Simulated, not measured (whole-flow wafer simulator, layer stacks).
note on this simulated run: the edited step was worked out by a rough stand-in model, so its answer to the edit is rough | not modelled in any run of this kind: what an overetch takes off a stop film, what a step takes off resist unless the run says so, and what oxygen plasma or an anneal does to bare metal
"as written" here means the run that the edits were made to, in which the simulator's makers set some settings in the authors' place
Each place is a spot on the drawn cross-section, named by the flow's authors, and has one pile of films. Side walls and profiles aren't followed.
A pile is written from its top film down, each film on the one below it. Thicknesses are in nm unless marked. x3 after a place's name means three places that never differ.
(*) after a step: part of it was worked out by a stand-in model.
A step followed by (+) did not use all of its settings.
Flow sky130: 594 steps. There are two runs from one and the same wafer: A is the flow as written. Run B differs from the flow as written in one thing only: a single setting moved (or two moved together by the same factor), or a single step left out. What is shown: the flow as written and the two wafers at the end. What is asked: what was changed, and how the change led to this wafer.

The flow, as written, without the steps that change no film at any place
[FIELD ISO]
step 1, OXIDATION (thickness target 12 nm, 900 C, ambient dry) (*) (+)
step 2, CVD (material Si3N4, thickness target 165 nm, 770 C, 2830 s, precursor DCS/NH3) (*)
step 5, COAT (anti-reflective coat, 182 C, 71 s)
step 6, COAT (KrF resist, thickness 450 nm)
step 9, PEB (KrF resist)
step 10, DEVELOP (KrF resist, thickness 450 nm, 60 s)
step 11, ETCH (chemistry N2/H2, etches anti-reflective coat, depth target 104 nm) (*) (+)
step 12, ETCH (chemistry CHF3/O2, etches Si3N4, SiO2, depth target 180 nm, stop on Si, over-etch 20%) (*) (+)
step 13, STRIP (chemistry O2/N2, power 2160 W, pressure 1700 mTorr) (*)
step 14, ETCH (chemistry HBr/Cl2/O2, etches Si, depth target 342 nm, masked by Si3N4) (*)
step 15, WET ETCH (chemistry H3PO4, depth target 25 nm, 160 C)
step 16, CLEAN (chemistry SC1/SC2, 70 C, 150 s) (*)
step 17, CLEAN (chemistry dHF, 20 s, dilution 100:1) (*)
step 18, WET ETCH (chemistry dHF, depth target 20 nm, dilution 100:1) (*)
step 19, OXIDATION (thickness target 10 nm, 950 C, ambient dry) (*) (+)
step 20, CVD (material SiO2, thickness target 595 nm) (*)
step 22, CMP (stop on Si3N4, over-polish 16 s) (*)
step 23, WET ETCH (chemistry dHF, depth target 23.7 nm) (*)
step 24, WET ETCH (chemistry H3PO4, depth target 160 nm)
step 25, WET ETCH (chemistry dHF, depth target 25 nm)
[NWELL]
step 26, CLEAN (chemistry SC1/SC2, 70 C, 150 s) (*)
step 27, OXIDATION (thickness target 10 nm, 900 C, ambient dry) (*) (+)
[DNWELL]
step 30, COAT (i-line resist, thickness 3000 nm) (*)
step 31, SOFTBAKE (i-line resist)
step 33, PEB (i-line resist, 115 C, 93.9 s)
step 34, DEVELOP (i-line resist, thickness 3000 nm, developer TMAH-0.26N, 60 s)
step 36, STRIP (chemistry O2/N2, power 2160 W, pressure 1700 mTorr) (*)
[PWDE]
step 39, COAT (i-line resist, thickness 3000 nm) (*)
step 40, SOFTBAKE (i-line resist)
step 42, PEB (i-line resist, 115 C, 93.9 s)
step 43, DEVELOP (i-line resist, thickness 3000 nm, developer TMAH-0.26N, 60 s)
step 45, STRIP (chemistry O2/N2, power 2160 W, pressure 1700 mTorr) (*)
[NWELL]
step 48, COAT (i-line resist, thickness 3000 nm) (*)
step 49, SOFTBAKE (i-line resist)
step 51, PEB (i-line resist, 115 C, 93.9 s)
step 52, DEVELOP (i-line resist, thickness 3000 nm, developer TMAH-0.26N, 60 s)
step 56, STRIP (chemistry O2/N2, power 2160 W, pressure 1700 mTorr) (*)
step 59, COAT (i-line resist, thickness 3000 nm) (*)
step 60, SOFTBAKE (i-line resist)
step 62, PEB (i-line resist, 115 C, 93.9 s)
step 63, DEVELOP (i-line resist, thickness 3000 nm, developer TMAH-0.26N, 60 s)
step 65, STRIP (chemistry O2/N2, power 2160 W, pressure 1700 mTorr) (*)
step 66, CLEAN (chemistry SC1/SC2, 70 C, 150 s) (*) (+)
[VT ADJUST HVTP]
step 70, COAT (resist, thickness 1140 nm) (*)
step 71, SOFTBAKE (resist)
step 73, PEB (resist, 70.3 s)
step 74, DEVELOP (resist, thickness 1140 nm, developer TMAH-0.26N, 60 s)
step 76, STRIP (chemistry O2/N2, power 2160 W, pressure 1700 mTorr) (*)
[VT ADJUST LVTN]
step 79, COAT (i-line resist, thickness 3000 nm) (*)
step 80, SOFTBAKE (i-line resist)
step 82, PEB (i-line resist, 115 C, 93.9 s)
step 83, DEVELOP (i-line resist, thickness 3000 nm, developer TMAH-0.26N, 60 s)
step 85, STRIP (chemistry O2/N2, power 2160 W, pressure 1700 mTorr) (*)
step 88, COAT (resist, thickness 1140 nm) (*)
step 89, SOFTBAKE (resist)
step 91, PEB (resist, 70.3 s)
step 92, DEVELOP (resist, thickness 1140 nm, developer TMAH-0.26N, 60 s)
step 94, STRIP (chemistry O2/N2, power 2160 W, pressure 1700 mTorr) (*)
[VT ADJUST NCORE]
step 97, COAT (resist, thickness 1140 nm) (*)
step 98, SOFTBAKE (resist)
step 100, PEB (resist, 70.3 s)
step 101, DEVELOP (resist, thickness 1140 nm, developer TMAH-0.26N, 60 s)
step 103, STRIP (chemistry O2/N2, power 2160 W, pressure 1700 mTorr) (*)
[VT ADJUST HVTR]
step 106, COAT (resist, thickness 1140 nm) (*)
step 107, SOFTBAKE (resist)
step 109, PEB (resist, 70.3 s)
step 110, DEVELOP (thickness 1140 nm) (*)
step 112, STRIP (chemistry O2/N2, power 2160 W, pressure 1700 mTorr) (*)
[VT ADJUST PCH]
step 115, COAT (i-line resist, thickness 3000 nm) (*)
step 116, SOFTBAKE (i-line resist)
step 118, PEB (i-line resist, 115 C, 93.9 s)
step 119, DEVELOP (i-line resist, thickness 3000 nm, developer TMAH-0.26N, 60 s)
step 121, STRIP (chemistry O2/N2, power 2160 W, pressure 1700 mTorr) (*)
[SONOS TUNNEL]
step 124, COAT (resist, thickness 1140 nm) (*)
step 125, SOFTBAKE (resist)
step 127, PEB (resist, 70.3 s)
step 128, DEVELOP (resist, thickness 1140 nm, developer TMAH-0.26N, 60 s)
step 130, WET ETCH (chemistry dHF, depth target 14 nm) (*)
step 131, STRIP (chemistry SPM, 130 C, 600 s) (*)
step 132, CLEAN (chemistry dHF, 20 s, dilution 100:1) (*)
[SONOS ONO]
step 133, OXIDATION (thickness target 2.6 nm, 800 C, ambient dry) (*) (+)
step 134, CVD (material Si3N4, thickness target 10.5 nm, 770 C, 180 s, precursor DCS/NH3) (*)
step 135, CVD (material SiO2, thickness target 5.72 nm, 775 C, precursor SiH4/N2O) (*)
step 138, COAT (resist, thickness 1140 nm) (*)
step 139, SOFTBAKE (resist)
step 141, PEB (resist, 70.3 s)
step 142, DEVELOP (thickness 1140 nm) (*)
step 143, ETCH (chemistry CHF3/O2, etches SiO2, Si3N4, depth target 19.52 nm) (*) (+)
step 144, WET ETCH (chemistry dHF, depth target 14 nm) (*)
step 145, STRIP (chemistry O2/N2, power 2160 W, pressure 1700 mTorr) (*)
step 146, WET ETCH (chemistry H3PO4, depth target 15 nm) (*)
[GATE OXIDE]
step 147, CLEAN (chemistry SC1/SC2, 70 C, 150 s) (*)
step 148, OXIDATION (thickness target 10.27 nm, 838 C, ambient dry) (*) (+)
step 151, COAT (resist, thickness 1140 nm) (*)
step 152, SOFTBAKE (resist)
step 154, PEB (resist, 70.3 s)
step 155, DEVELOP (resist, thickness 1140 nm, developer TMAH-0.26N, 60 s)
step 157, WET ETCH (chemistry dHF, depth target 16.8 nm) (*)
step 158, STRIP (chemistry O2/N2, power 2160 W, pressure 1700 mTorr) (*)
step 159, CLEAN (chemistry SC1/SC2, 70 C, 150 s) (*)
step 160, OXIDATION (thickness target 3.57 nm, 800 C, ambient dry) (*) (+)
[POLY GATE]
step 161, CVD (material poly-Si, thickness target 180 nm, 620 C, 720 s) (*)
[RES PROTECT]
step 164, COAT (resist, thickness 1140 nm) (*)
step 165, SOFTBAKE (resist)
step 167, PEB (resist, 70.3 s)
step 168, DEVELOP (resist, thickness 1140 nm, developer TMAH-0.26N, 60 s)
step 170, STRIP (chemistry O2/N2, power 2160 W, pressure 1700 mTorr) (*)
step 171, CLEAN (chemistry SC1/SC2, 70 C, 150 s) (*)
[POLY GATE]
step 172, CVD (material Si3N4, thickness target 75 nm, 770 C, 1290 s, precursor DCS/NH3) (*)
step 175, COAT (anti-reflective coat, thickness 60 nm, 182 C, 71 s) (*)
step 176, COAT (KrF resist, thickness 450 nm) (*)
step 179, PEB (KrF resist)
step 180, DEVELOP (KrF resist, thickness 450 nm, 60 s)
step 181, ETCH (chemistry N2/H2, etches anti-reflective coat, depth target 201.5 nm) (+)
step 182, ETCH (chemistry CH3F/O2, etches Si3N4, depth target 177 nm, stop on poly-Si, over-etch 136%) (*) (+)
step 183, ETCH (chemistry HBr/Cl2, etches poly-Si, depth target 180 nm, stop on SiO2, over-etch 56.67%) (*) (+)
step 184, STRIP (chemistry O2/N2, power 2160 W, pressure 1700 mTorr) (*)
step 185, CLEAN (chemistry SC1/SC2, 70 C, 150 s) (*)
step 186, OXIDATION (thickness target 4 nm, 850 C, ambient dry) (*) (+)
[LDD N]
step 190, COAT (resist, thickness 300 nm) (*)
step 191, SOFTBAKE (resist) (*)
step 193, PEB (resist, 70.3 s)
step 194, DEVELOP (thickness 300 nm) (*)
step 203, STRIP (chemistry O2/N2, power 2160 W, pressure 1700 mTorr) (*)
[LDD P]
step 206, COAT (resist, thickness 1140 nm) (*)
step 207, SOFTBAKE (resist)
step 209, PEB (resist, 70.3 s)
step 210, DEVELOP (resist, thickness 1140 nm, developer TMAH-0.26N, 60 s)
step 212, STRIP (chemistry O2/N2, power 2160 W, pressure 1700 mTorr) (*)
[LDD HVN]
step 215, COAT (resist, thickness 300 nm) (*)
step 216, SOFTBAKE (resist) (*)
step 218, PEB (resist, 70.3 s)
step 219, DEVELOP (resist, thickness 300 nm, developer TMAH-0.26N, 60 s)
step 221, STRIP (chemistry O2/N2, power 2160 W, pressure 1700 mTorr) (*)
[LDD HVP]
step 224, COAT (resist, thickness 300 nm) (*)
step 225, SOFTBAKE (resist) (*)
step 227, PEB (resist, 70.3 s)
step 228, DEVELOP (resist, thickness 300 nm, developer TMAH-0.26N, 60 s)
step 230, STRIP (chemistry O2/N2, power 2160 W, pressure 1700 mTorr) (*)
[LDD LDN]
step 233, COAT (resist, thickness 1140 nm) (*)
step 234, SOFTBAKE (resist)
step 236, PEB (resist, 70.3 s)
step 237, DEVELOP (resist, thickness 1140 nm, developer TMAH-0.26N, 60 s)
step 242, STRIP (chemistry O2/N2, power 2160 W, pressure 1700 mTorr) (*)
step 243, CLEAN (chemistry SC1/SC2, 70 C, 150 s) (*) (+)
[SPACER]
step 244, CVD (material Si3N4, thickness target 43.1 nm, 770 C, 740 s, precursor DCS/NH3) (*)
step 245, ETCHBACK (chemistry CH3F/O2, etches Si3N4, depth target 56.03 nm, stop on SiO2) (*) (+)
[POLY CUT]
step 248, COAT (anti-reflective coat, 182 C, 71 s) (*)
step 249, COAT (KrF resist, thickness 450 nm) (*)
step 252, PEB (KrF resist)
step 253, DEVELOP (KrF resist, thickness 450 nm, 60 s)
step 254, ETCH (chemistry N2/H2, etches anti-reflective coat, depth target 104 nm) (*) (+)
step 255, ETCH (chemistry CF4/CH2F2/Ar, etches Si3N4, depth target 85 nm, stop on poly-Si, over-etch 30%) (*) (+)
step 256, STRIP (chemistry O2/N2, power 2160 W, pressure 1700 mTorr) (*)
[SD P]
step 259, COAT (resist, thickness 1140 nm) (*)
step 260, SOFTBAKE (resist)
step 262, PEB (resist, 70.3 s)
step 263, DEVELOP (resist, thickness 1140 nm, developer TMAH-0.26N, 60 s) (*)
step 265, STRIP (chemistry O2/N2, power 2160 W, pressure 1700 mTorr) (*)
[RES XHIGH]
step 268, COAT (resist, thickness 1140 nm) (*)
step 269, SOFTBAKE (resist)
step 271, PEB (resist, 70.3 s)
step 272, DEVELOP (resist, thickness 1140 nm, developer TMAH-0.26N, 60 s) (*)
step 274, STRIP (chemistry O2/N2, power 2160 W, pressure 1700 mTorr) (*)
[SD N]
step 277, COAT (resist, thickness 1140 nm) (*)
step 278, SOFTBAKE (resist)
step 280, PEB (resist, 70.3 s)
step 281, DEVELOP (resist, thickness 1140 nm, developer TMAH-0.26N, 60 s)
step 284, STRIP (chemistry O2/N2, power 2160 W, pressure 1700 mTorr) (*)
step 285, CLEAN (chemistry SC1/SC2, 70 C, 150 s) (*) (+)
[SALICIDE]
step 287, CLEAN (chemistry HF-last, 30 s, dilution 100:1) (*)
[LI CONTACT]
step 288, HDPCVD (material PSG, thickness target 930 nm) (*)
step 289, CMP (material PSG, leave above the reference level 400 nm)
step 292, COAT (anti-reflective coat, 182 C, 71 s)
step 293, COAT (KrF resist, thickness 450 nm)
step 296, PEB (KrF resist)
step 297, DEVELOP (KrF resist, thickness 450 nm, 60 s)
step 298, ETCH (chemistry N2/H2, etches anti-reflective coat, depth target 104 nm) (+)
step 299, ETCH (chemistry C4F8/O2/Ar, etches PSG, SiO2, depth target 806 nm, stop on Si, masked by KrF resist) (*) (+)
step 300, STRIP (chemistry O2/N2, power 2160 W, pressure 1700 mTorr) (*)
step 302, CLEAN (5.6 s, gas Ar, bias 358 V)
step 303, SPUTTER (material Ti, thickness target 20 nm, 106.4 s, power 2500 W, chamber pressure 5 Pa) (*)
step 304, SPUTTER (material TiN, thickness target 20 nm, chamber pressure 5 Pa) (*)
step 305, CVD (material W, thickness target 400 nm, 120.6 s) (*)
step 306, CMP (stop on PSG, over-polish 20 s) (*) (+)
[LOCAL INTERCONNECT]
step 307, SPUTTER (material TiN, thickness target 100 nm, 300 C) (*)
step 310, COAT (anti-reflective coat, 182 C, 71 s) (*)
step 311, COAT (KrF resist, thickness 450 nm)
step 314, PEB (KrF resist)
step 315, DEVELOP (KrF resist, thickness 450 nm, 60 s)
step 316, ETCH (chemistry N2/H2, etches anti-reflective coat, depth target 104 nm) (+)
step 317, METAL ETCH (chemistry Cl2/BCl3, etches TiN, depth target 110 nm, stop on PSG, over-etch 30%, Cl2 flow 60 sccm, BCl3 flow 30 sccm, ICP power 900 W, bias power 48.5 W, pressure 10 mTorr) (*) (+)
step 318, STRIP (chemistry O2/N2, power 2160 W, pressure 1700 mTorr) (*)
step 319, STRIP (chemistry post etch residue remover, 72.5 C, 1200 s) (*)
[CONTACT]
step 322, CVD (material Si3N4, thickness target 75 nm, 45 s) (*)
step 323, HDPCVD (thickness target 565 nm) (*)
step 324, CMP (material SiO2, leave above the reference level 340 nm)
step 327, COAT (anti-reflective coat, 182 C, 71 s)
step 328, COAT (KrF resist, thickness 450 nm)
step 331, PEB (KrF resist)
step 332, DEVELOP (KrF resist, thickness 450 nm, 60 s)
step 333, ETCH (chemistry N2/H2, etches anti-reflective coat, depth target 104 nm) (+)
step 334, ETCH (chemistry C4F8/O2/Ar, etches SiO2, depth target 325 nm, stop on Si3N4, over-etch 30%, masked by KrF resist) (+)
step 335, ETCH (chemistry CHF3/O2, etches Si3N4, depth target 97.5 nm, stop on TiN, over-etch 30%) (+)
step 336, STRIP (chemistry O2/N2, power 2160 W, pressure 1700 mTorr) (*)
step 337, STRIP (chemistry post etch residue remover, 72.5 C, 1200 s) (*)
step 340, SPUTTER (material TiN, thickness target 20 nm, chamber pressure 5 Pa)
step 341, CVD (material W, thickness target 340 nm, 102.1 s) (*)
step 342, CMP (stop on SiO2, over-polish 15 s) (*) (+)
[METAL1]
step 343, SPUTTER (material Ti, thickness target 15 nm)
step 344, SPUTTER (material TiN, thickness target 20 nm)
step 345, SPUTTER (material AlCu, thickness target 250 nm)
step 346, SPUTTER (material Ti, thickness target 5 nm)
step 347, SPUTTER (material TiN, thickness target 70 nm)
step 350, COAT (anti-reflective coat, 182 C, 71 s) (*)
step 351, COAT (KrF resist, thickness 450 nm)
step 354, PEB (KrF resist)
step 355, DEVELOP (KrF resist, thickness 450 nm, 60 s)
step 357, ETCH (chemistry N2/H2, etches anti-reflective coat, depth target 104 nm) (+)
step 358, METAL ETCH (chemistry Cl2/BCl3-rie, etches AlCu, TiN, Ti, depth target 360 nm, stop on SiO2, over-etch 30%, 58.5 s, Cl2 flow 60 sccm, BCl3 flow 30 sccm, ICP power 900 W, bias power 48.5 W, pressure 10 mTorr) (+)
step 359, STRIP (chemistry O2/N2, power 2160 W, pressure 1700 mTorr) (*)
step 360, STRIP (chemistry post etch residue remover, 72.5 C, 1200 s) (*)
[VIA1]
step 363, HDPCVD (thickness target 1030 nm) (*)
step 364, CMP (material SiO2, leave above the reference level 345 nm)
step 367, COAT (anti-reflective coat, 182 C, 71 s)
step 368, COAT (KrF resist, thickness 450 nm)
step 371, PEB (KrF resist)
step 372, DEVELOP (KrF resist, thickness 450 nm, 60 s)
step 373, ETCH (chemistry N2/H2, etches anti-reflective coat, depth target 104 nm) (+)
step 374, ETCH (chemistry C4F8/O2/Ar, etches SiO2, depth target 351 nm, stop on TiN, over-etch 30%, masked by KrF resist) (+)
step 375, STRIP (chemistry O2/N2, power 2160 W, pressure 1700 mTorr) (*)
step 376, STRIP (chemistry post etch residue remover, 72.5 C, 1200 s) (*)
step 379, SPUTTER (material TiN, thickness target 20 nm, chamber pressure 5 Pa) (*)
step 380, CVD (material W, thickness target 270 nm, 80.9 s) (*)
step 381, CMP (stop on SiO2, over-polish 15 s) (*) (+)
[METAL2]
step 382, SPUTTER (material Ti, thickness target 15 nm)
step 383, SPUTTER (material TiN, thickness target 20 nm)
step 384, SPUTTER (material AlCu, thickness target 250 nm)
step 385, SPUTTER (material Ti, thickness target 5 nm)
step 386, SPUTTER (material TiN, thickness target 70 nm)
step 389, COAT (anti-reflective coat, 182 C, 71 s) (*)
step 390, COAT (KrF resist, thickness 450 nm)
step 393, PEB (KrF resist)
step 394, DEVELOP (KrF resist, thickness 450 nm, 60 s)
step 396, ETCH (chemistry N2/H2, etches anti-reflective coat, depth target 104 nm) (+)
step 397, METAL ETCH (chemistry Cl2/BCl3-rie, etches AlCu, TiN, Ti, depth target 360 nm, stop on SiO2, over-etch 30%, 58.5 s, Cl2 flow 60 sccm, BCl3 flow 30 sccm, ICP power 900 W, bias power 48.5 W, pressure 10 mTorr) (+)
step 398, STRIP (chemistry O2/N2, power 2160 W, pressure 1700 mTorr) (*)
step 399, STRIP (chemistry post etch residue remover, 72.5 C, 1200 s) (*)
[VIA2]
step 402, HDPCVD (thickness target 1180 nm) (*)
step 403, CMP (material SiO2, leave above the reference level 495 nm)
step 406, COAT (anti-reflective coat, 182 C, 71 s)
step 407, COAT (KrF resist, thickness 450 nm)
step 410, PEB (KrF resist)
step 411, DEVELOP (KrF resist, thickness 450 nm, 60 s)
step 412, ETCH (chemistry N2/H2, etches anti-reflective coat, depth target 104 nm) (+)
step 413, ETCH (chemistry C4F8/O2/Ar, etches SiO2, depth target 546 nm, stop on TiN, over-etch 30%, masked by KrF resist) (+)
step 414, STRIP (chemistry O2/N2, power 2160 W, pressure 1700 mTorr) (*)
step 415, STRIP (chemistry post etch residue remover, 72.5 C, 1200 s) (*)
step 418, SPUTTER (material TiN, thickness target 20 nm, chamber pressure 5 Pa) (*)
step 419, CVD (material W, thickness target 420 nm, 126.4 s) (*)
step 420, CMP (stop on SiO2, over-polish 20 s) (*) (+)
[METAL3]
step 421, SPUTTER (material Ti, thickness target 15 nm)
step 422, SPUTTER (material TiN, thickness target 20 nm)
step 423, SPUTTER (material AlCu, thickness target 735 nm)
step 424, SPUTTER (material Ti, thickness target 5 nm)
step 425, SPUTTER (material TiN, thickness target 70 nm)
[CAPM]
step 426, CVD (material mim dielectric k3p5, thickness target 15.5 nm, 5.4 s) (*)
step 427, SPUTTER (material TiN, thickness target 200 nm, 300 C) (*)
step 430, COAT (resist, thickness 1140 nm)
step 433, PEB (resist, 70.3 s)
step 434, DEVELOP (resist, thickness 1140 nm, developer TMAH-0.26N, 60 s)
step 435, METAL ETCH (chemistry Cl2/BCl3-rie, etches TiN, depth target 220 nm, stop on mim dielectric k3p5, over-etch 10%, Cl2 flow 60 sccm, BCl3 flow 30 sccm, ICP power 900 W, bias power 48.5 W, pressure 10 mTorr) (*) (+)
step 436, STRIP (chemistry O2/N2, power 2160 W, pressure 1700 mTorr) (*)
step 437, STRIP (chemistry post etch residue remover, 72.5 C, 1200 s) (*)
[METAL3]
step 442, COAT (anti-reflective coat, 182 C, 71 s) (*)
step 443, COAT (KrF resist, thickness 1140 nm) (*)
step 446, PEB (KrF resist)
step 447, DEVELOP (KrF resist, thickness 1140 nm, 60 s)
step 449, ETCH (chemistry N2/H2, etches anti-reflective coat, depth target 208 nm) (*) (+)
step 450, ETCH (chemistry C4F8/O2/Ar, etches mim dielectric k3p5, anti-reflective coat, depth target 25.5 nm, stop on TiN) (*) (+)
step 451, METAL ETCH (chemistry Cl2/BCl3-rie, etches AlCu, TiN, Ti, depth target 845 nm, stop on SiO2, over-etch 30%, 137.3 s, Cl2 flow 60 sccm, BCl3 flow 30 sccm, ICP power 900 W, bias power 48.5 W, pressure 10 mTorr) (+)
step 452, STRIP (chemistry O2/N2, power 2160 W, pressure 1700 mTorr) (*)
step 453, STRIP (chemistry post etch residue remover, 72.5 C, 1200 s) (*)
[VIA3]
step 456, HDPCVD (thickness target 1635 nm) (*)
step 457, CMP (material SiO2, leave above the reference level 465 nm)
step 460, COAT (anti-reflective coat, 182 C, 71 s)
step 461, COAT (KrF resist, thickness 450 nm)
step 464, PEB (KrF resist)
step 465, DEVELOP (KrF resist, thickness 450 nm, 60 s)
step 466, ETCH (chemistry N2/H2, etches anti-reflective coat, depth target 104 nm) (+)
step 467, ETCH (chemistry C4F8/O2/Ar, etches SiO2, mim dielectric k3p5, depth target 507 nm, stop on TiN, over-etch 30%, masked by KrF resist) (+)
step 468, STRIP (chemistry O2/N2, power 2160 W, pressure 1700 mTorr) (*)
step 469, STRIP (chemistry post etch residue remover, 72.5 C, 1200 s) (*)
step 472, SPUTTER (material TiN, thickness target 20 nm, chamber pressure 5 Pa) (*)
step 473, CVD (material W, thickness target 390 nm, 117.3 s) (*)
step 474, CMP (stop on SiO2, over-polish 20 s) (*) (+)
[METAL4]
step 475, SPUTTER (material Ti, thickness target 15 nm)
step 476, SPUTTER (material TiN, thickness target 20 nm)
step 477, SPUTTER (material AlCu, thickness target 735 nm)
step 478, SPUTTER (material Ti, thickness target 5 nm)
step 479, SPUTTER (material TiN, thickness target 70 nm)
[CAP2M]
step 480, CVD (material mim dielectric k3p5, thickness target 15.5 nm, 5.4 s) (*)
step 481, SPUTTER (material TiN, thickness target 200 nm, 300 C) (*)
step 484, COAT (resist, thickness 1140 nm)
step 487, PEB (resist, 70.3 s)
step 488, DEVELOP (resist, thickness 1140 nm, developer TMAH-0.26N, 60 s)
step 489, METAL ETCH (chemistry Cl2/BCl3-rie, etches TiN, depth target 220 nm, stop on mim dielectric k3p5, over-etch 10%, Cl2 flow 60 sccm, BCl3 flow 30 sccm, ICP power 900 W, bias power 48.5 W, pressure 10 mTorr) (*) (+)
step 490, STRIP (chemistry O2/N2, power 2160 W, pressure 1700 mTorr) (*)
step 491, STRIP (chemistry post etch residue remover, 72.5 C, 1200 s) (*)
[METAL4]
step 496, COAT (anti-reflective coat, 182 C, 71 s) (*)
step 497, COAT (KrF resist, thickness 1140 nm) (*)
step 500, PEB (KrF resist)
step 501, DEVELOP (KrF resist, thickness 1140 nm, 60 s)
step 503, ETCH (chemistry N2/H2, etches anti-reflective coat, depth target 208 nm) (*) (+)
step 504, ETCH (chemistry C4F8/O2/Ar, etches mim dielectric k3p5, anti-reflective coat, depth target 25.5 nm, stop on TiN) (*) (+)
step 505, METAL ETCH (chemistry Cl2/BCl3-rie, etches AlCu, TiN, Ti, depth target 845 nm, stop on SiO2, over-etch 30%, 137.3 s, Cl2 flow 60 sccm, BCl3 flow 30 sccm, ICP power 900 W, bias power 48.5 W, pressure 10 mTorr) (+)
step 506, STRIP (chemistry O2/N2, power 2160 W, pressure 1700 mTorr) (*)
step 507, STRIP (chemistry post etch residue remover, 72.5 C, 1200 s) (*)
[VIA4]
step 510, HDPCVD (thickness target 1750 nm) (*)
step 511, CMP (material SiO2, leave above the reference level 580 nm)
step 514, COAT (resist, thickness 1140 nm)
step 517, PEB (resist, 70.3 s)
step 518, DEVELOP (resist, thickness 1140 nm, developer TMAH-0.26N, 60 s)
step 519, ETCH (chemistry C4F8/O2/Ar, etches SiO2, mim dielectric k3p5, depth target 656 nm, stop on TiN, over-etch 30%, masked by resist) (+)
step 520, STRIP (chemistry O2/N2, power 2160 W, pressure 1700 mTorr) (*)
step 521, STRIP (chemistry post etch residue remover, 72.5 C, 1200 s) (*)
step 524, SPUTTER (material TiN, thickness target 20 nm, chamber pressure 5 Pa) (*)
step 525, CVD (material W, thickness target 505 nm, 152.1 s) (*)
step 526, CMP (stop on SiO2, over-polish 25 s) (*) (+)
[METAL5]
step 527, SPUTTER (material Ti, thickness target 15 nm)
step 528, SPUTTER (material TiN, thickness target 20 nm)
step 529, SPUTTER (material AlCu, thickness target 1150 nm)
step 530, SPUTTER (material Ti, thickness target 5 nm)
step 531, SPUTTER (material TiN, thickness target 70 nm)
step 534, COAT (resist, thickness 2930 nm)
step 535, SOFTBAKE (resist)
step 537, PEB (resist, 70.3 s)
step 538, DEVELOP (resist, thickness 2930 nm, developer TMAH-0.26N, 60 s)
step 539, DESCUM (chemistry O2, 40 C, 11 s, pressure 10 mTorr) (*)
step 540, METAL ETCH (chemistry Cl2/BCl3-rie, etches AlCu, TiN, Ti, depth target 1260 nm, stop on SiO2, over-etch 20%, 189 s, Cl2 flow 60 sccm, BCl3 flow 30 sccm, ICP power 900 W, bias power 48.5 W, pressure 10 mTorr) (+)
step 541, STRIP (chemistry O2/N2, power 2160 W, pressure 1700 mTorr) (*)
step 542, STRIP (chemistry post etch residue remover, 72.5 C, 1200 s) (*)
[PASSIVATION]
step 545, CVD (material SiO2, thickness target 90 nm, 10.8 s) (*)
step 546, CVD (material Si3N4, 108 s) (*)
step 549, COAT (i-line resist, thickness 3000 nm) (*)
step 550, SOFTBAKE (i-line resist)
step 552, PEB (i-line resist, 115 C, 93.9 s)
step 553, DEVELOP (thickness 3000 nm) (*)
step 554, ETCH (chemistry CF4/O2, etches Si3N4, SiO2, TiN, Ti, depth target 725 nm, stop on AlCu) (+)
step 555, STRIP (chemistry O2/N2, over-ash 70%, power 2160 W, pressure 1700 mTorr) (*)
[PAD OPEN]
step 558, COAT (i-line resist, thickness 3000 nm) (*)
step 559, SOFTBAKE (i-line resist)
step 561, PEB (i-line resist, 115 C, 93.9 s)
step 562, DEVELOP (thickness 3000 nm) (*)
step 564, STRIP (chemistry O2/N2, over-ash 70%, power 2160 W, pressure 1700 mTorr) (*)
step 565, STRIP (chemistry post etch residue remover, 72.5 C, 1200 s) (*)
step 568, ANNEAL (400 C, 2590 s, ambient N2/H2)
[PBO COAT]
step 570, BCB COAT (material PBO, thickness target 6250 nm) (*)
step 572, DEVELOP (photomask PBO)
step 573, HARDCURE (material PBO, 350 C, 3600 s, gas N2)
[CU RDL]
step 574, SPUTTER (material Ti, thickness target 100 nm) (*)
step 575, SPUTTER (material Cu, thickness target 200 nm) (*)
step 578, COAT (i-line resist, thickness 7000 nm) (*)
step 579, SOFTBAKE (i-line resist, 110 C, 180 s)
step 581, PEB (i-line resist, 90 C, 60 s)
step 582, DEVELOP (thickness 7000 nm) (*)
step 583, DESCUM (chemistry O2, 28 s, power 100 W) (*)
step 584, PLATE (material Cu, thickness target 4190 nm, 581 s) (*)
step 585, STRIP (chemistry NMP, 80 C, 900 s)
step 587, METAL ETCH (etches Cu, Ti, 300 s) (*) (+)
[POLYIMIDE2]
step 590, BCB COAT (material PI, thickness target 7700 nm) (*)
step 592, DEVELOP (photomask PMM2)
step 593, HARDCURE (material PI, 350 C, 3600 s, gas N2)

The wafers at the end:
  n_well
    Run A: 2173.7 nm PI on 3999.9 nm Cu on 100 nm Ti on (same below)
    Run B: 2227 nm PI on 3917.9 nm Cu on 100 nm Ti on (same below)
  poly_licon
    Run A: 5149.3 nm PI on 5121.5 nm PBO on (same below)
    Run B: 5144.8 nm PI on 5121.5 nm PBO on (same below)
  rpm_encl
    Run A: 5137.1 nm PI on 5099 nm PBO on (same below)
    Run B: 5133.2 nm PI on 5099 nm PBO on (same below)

Cause: step 575, SPUTTER: thickness target 118 nm was run, whereas the flow has thickness target 200 nm.

Step by step, how the change led to this:
  step 575, SPUTTER (material Cu, thickness target 200 nm) (*)
      field, active, n_well and 190 more: A +200 Cu (new film) | B +118 Cu (new film)
  step 587, METAL ETCH (etches Cu, Ti, 300 s) (*) (+)
      field, active, gate and 167 more: A -200 Cu (all of it), -100 Ti (all of it) | B -118 Cu (all of it), -100 Ti (all of it)
  step 590, BCB COAT (material PI, thickness target 7700 nm) (*)
      n_well, p_well, sd_n, sd_p: A +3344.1 PI (new film) | B +3426.1 PI (new film)
      mim: A +3670.5 PI (new film) | B +3748.8 PI (new film)
      (and at 5 other places as well)
  step 593, HARDCURE (material PI, 350 C, 3600 s, gas N2)
      n_well, p_well, sd_n, sd_p: A -1170.4 PI | B -1199.1 PI
